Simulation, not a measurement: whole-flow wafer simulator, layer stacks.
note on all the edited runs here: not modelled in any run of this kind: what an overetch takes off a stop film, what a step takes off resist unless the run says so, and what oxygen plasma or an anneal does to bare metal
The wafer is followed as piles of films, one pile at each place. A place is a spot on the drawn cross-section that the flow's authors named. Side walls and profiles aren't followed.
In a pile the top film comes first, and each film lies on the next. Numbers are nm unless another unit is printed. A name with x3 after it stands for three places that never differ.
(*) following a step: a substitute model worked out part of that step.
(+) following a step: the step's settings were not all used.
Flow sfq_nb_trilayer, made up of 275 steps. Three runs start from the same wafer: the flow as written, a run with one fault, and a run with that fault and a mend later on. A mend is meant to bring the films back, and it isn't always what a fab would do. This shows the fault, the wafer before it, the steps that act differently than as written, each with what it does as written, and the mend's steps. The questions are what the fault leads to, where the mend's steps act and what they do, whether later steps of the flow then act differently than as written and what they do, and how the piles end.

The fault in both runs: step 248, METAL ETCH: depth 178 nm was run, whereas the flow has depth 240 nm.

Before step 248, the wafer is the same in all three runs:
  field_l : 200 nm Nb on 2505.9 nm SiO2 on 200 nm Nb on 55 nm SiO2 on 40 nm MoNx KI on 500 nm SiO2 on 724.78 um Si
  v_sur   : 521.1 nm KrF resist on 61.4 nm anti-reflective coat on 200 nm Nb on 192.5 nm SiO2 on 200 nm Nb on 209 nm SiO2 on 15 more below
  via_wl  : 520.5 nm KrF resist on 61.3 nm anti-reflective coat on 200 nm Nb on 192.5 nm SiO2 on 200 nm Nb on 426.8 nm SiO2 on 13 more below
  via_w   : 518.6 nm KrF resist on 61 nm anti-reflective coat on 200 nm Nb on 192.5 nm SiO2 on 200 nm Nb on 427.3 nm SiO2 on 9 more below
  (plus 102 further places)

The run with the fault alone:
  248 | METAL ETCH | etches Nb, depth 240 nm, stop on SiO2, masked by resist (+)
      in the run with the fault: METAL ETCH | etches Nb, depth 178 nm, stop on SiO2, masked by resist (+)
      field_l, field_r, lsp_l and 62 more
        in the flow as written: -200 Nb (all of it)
        in the run with the fault: -178 Nb
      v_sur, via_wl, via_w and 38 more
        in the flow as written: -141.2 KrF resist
        in the run with the fault: -104.7 KrF resist
  Steps later in the flow that act otherwise than as written:
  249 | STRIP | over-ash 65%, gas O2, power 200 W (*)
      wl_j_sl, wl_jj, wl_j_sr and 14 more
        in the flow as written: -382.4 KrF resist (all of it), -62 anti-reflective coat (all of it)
        in the run with the fault: -418.9 KrF resist (all of it), -62 anti-reflective coat (all of it)
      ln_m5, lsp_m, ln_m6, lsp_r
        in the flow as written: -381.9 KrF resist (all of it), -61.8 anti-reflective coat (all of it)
        in the run with the fault: -418.4 KrF resist (all of it), -61.8 anti-reflective coat (all of it)
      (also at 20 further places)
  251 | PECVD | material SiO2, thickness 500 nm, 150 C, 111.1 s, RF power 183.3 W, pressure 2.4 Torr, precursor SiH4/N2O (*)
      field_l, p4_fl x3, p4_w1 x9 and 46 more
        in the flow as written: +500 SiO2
        in the run with the fault: +500 SiO2 (new film)
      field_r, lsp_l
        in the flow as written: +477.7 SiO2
        in the run with the fault: +480.1 SiO2 (new film)
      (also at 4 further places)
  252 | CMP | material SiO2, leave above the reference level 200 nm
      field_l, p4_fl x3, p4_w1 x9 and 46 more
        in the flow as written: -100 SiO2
        in the run with the fault: -122 SiO2
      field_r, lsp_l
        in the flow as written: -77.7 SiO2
        in the run with the fault: -102.1 SiO2
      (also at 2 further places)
  At field_l, field_r, lsp_l and 62 more, the piles at the end differ from the flow's by more than 2% or 0.5 nm, whichever is larger.
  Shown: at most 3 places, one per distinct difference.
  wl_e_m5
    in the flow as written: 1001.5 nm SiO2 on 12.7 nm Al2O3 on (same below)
    in the run with the fault: 378 nm SiO2 on 22 nm Nb on 601.5 nm SiO2 on 12.7 nm Al2O3 on (same below)
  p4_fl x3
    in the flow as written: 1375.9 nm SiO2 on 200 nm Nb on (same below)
    in the run with the fault: 378 nm SiO2 on 22 nm Nb on 975.9 nm SiO2 on 200 nm Nb on (same below)
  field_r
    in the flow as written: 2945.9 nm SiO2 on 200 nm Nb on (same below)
    in the run with the fault: 378 nm SiO2 on 22 nm Nb on 2545.9 nm SiO2 on 200 nm Nb on (same below)

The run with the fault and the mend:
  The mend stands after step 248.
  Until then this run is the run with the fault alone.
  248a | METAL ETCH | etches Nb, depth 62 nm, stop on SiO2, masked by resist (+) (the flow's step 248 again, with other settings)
      field_l, field_r, lsp_l and 62 more
        -22 Nb (all of it)
      v_sur, via_wl, via_w and 38 more
        -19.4 KrF resist
  Steps later in the flow that act otherwise than as written:
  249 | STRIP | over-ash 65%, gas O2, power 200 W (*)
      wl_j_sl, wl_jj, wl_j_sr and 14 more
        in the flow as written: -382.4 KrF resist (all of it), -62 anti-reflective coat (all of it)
        in the run with the mend: -399.4 KrF resist (all of it), -62 anti-reflective coat (all of it)
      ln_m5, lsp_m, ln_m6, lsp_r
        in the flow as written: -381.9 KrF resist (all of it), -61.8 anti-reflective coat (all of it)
        in the run with the mend: -399 KrF resist (all of it), -61.8 anti-reflective coat (all of it)
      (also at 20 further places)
  The piles end the same as the flow's at every place that both follow.
